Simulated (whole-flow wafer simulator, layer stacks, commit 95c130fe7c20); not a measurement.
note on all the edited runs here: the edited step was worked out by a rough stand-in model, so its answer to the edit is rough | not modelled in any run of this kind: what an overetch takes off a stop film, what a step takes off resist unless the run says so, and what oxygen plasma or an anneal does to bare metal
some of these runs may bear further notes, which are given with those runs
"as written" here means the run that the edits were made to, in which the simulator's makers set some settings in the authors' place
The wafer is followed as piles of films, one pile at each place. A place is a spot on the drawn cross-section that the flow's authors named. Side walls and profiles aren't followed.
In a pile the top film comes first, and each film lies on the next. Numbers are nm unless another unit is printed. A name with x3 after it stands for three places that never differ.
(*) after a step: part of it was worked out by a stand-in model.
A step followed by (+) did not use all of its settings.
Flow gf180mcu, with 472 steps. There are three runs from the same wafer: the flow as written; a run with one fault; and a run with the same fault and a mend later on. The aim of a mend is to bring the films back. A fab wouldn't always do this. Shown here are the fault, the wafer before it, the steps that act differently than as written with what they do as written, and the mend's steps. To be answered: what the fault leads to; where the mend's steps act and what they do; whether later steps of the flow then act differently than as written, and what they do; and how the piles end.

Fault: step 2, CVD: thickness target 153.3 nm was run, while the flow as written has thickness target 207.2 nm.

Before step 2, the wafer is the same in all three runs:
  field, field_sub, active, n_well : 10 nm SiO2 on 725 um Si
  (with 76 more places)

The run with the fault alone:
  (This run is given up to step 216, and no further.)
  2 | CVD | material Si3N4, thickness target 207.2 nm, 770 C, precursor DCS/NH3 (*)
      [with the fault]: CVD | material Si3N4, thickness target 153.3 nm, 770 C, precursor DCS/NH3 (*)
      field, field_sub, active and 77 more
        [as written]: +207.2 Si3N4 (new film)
        [with the fault]: +153.3 Si3N4 (new film)
  Later steps of the flow acting differently than as written (29 other steps are not shown; they differ only slightly, by no more than 2% or 0.5 nm, whichever is larger):
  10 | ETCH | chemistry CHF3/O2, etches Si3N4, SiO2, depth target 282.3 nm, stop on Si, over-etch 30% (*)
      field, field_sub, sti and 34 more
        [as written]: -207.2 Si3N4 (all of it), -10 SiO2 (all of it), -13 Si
        [with the fault]: -153.3 Si3N4 (all of it), -10 SiO2 (all of it), -23.8 Si
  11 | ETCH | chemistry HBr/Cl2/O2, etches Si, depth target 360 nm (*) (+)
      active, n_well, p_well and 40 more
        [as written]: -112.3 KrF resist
        [with the fault]: -108.7 KrF resist
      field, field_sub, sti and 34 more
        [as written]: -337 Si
        [with the fault]: -326.2 Si
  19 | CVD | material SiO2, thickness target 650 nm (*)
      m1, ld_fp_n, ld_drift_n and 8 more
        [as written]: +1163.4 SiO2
        [with the fault]: +1109.5 SiO2
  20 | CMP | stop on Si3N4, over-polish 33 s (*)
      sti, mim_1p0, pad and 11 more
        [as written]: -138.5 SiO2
        [with the fault]: -192.3 SiO2
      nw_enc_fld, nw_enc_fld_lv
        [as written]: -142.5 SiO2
        [with the fault]: -196.4 SiO2
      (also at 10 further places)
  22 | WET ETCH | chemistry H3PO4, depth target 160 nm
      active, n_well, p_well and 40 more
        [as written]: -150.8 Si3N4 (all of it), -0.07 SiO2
        [with the fault]: -96.9 Si3N4 (all of it), -0.49 SiO2
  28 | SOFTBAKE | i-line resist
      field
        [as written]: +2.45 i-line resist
        [with the fault]: -1.41 i-line resist
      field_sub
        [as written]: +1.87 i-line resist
        [with the fault]: -1.11 i-line resist
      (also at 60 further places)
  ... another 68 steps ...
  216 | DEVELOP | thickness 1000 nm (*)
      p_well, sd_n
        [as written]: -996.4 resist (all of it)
        [with the fault]: -943.4 resist (all of it)
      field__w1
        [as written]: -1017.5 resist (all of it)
        [with the fault]: -1042.6 resist (all of it)
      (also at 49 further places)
  Once step 216 is done, the piles at field, field__w1, field__w2 and 68 more depart from the flow's by more than 2% or 0.5 nm, whichever is larger.
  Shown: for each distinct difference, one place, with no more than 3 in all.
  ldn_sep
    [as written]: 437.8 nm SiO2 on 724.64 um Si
    [with the fault]: 384.3 nm SiO2 on 724.64 um Si
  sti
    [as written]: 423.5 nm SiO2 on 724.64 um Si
    [with the fault]: 370.1 nm SiO2 on 724.64 um Si
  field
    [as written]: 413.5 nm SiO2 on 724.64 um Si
    [with the fault]: 360.1 nm SiO2 on 724.64 um Si

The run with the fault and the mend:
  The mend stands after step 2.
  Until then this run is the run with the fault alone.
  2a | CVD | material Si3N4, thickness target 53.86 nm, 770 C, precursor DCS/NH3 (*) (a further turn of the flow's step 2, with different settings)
      field, field_sub, active and 77 more
        +53.9 Si3N4
  Every later step of the flow that is run acts as written at every place that is followed.
  The piles end the same as the flow's at every place that both follow.
